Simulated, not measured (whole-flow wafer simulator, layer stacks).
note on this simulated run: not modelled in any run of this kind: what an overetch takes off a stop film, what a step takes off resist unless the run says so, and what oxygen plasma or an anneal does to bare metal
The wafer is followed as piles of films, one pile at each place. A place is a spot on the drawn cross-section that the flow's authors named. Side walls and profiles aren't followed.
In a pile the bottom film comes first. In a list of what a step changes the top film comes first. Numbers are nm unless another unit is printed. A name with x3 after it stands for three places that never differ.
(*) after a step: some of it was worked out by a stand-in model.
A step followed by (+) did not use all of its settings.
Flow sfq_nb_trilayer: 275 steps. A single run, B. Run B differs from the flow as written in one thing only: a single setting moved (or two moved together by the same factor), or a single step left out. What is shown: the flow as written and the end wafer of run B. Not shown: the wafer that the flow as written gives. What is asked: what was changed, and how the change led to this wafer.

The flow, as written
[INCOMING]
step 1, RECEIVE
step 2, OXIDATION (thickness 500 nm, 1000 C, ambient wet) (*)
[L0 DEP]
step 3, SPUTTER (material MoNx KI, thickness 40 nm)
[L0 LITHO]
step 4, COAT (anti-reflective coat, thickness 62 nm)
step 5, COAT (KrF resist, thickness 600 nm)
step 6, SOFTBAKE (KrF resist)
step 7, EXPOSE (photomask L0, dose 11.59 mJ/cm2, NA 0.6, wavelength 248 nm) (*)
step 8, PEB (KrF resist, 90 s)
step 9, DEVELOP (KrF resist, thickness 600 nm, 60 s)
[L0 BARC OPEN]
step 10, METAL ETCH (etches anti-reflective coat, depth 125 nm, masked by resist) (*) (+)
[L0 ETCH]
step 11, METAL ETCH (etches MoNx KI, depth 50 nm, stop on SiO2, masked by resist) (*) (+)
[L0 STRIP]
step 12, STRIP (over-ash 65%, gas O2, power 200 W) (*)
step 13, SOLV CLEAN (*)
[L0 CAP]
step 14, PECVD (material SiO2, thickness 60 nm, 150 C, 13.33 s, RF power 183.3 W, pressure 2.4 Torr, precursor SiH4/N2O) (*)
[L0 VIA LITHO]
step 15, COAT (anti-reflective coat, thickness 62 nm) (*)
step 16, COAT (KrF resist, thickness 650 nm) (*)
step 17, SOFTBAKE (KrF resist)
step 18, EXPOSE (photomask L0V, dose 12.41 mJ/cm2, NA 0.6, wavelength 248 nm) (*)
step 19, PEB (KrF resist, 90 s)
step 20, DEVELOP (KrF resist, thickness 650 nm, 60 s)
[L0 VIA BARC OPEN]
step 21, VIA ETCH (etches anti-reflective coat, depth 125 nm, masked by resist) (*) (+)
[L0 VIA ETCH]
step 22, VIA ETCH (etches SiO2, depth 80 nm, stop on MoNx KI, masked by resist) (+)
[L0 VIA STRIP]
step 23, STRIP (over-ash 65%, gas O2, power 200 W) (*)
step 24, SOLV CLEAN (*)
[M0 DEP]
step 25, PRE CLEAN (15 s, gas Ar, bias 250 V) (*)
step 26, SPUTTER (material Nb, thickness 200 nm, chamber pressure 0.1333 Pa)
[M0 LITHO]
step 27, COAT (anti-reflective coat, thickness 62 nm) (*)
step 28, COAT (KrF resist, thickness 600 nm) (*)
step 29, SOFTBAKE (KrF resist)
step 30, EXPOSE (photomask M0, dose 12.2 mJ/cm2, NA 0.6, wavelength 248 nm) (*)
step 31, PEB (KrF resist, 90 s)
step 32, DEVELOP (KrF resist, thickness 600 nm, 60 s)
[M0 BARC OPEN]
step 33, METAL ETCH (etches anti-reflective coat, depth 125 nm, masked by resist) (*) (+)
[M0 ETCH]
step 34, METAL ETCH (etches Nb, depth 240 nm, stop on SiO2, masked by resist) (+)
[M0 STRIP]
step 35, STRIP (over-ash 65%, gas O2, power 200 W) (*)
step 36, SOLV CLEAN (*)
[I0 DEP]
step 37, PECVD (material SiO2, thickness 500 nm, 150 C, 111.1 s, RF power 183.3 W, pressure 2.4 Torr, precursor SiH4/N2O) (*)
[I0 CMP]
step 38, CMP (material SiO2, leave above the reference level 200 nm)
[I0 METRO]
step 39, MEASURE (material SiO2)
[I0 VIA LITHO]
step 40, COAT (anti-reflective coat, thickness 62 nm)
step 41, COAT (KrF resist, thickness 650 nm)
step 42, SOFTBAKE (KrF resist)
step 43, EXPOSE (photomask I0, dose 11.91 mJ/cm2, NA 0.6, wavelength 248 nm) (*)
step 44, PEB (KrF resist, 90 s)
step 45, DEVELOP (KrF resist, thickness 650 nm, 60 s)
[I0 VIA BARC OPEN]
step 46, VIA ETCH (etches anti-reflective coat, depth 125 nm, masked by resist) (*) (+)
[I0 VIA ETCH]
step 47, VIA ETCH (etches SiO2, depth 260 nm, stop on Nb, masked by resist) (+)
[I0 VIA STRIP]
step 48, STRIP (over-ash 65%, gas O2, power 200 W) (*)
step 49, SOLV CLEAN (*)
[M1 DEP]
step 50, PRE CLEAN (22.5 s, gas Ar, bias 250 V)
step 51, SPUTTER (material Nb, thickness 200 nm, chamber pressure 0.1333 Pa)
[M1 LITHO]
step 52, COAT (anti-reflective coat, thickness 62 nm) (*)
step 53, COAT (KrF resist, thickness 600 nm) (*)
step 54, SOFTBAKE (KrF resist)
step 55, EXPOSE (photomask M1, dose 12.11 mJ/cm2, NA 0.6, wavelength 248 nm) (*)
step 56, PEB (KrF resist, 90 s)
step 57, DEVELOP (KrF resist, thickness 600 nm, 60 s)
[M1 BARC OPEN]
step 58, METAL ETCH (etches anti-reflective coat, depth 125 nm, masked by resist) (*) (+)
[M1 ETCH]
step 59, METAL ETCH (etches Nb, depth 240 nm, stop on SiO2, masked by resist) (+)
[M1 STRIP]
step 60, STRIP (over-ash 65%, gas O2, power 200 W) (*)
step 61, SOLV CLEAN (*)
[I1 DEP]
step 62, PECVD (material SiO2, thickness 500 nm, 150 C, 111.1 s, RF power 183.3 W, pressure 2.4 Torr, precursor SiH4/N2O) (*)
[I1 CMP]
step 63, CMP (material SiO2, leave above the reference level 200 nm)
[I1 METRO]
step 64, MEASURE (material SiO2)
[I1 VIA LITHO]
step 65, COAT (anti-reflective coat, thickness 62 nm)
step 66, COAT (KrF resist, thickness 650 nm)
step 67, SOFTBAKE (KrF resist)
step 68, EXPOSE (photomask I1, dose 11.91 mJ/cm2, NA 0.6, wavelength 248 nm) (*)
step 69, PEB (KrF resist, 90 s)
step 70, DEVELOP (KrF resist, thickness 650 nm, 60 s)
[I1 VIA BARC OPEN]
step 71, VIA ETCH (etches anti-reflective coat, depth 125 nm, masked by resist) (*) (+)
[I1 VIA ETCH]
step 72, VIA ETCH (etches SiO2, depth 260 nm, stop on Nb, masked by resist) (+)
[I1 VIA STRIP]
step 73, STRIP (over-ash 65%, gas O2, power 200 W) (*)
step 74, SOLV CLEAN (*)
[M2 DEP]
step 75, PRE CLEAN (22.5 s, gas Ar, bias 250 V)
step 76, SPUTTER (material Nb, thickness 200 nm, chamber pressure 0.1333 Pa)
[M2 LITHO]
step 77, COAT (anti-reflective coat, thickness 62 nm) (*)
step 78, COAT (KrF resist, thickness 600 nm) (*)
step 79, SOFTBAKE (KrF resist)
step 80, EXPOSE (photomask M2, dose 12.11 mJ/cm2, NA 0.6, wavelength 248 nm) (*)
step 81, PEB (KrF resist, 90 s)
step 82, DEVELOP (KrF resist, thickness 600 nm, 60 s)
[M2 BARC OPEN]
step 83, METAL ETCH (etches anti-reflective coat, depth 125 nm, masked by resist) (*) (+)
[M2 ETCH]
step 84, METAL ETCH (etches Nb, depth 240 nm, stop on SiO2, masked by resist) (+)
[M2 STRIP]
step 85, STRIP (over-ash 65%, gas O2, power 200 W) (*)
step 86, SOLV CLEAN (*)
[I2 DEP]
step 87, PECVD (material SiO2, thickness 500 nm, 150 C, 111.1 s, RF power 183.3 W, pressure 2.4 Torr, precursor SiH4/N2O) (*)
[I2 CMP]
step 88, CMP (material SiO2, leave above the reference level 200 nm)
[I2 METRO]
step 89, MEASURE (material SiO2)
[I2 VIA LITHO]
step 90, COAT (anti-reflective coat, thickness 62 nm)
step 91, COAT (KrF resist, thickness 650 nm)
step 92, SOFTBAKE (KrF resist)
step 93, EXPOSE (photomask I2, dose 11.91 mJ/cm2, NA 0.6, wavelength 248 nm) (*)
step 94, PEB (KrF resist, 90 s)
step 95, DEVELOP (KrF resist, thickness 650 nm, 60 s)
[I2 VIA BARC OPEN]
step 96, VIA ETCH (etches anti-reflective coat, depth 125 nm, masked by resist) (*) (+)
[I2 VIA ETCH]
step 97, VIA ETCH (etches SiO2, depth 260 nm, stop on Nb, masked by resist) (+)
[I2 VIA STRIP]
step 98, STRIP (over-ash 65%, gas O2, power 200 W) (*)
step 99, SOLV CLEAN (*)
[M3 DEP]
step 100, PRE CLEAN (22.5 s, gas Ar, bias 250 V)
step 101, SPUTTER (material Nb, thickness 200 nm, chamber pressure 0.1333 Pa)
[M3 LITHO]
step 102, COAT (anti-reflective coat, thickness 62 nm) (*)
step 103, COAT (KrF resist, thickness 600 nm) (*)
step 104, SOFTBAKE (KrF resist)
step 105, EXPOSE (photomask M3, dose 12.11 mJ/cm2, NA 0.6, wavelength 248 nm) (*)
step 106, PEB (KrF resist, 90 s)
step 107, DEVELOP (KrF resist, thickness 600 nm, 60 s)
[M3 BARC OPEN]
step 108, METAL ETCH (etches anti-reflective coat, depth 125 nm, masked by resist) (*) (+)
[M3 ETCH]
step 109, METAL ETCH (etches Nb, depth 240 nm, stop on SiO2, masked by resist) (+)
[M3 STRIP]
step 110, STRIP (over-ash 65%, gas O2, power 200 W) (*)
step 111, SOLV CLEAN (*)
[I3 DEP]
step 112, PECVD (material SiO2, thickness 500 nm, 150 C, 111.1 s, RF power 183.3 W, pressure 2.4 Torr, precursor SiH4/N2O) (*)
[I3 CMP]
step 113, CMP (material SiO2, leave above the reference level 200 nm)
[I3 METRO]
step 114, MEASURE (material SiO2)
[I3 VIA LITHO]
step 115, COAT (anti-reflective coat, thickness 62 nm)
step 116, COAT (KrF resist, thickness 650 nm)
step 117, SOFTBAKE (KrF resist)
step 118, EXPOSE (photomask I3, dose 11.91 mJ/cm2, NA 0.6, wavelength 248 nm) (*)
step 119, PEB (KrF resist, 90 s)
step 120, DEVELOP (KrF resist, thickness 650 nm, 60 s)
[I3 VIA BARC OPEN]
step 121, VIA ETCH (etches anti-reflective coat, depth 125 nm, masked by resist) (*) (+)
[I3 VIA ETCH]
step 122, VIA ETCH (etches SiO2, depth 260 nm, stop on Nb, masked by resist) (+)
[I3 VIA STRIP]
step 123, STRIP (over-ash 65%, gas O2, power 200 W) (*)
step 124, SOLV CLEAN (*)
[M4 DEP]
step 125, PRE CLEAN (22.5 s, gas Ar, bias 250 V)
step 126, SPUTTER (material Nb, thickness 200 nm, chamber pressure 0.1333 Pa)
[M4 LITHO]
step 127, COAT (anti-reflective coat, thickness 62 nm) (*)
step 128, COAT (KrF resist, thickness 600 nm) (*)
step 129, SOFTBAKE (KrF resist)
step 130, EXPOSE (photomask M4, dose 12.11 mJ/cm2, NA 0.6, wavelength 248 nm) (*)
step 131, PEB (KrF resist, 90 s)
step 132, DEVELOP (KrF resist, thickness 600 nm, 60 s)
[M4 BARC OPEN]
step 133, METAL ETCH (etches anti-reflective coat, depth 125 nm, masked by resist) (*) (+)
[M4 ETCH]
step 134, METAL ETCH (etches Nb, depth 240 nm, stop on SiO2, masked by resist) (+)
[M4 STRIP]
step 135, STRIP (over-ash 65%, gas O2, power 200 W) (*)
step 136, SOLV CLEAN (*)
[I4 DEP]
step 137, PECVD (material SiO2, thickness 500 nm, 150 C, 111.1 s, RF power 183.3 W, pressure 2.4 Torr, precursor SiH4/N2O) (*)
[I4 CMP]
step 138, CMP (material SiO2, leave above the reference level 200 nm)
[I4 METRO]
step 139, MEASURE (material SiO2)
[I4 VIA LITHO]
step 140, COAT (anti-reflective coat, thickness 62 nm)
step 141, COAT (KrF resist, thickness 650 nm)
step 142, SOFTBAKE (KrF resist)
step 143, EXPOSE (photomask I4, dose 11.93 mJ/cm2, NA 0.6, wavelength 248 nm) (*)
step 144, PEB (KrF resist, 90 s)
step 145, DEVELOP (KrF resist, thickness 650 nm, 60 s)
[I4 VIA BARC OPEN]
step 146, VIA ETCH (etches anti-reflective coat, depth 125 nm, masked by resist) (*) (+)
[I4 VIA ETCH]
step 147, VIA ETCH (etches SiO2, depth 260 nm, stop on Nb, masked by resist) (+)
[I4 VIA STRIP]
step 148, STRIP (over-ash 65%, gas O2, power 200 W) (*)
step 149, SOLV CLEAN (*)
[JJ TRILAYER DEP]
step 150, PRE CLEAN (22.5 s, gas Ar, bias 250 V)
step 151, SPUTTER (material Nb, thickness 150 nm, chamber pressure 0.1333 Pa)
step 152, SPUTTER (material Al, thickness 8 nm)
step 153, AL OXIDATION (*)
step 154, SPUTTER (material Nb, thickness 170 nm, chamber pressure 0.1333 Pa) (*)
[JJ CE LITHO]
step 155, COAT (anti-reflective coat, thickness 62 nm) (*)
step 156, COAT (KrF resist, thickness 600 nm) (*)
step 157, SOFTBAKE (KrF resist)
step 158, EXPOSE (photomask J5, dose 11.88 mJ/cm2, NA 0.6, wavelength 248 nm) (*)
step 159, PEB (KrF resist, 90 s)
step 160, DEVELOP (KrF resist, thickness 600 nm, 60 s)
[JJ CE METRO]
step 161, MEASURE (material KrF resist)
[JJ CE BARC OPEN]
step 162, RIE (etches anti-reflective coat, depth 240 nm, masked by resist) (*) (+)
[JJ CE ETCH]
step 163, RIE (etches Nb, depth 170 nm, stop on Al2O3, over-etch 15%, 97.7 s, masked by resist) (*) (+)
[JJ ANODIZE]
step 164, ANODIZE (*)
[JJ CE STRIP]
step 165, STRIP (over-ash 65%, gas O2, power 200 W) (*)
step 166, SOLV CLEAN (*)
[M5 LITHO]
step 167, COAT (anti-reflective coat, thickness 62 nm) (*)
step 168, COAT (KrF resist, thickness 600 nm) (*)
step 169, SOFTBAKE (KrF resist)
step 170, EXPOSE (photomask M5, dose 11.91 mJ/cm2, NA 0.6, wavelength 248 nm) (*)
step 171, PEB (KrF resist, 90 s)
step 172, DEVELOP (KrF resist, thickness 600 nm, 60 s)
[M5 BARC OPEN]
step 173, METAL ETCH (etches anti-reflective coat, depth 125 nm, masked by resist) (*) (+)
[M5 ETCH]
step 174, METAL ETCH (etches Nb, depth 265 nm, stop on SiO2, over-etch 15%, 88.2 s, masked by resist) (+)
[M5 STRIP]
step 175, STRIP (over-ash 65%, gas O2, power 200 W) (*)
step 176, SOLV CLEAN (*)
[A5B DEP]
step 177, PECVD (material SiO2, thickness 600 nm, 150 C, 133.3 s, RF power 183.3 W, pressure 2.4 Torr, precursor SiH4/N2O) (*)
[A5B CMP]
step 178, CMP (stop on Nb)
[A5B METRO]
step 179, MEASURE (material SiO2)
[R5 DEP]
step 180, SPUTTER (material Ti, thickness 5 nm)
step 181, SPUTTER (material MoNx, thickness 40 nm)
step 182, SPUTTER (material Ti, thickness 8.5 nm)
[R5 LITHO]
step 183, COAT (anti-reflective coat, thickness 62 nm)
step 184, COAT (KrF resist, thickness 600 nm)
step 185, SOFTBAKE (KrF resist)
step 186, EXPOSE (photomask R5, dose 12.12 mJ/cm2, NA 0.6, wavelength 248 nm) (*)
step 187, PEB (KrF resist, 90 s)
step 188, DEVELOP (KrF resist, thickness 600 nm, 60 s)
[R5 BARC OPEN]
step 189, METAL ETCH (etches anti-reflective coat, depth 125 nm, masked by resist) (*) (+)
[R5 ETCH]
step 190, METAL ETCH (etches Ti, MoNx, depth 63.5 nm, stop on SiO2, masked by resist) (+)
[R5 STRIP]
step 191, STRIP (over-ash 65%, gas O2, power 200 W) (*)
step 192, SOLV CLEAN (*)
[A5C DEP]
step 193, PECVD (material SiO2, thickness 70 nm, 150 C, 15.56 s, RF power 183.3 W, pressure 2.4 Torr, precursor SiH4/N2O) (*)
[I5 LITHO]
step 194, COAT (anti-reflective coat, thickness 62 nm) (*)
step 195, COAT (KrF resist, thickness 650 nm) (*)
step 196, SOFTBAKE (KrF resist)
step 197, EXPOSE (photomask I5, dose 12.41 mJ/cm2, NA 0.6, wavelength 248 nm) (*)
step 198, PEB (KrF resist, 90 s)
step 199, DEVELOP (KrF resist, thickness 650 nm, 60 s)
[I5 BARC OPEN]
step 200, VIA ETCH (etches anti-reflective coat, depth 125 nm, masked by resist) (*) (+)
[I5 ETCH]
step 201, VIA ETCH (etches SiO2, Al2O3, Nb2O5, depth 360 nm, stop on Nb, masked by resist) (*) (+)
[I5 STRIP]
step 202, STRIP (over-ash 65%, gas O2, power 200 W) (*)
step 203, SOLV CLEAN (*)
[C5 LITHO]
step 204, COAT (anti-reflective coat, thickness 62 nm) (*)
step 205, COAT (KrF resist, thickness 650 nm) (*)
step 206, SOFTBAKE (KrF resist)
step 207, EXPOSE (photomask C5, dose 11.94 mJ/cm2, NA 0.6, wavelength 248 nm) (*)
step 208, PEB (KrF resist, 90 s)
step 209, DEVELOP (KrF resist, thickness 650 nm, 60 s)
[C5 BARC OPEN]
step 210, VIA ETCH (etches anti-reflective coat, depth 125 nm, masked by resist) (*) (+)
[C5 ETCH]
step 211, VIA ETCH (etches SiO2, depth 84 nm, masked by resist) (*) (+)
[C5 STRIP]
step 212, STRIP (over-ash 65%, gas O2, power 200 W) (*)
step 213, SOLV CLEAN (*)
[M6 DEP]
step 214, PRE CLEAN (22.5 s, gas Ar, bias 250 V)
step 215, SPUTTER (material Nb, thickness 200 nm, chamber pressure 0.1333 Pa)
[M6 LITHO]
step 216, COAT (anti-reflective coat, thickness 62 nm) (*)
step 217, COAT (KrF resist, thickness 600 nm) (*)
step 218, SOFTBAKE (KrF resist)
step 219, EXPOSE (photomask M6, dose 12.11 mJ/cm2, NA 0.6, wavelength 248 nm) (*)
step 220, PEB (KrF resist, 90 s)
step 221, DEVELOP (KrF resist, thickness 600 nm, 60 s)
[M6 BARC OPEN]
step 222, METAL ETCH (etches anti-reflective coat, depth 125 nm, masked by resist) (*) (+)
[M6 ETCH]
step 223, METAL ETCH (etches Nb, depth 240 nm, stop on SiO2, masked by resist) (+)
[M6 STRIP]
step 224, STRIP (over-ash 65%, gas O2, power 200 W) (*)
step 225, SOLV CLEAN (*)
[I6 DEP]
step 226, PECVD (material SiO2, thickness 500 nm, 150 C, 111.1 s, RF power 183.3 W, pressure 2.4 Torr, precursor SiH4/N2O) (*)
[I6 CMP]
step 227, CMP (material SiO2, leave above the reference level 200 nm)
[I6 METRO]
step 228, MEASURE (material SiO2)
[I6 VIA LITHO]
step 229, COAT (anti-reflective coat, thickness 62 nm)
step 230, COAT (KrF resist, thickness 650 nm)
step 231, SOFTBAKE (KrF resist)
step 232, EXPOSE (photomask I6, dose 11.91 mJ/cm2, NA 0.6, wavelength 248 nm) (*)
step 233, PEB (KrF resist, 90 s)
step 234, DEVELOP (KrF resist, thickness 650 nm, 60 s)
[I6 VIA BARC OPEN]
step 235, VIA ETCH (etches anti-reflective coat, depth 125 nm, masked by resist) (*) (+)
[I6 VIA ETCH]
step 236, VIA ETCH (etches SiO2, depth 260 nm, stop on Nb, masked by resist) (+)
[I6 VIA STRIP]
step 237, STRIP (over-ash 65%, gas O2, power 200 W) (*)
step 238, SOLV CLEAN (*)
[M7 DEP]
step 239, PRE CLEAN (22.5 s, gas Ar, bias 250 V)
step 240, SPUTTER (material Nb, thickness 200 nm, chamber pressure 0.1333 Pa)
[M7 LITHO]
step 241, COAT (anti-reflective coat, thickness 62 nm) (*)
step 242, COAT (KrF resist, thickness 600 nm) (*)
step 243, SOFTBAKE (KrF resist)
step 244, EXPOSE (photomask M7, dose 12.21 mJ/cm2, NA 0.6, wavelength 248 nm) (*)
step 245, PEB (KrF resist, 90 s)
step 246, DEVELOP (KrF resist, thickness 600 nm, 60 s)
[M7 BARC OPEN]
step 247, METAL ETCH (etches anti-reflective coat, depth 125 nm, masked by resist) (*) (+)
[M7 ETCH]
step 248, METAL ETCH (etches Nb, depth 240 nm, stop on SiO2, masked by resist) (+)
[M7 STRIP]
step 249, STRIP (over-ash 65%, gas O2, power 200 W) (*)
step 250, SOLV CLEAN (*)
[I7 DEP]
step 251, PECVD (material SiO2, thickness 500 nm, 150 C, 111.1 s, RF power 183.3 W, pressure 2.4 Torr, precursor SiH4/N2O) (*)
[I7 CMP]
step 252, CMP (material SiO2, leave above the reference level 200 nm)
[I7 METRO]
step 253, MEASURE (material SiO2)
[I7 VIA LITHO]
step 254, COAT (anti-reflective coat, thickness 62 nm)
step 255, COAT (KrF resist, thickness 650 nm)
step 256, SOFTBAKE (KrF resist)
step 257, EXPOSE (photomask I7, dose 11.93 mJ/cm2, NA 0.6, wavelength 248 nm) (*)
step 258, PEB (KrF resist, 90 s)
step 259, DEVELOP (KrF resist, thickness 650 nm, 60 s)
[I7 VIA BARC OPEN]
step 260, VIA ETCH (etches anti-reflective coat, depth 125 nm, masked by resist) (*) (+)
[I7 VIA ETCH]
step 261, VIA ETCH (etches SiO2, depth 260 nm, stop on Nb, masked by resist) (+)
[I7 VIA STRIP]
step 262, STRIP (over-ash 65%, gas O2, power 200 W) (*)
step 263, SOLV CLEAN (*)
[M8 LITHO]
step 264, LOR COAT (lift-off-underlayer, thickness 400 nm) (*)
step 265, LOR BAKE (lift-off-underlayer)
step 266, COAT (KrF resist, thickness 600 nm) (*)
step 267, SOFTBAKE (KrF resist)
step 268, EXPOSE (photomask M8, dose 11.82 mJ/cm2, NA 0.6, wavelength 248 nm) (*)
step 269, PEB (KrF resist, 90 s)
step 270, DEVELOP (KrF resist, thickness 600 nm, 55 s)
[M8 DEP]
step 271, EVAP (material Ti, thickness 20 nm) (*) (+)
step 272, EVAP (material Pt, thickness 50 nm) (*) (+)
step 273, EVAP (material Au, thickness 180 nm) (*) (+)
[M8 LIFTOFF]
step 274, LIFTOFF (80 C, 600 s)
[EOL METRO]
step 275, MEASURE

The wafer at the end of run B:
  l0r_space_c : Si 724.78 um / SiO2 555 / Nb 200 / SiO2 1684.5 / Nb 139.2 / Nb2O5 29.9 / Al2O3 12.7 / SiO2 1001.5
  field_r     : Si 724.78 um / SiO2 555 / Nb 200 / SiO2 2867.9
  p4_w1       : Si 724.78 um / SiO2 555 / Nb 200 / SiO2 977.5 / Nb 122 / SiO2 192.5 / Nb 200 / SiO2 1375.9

The reason: step 101, SPUTTER: thickness 122 nm was run, while the flow as written has thickness 200 nm.
One can read it off the wafer: p4_w1 has Nb 122, and step 101 as written asks for 200 nm.

How this came from the change, step by step:
  step 101, SPUTTER (material Nb, thickness 200 nm, chamber pressure 0.1333 Pa)
      field_l, v_sur, via_wl and 102 more: +122 Nb (new film) (in the flow as written it would be: +200 Nb (new film))
      via_w: +100.6 Nb (in the flow as written it would be: +165.5 Nb)
  step 102, COAT (anti-reflective coat, thickness 62 nm) (*)
      via_wl, via_wr: +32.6 anti-reflective coat (new film) (in the flow as written it would be: +34.2 anti-reflective coat (new film))
      via_w: +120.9 anti-reflective coat (new film) (in the flow as written it would be: +124.8 anti-reflective coat (new film))
  step 109, METAL ETCH (etches Nb, depth 240 nm, stop on SiO2, masked by resist) (+)
      field_l, be, be_sur and 72 more: -122 Nb (all of it) (in the flow as written it would be: -200 Nb (all of it))
      v_sur, via_wl, via_w and 28 more: -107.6 KrF resist (in the flow as written it would be: -141.2 KrF resist)
  step 110, STRIP (over-ash 65%, gas O2, power 200 W) (*)
      p4_w1, p4_w2, p4_w3 and 21 more: -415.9 KrF resist (all of it), -62 anti-reflective coat (all of it) (in the flow as written it would be: -382.4 KrF resist (all of it), -62 anti-reflective coat (all of it))
      via_wl, via_wr: -420.1 KrF resist (all of it), -32.6 anti-reflective coat (all of it) (in the flow as written it would be: -384.2 KrF resist (all of it), -34.2 anti-reflective coat (all of it))
      (as well as at 5 more places)
  step 112, PECVD (material SiO2, thickness 500 nm, 150 C, 111.1 s, RF power 183.3 W, pressure 2.4 Torr, precursor SiH4/N2O) (*)
      p4_g1, p4_g2, p3_s0, p3_s1, p3_s2, p3_s3, p3_s4, p3_s5: +500 SiO2 (in the flow as written it would be: +557.1 SiO2)
      via_w: +593.4 SiO2 (new film) (in the flow as written it would be: +615 SiO2 (new film))
  step 113, CMP (material SiO2, leave above the reference level 200 nm)
      field_l, be, be_sur and 64 more: -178 SiO2 (in the flow as written it would be: -100 SiO2)
      p4_g1, p4_g2, p3_s0, p3_s1, p3_s2, p3_s3, p3_s4, p3_s5: -178 SiO2 (in the flow as written it would be: -157.1 SiO2)
      (as well as at 1 more place)
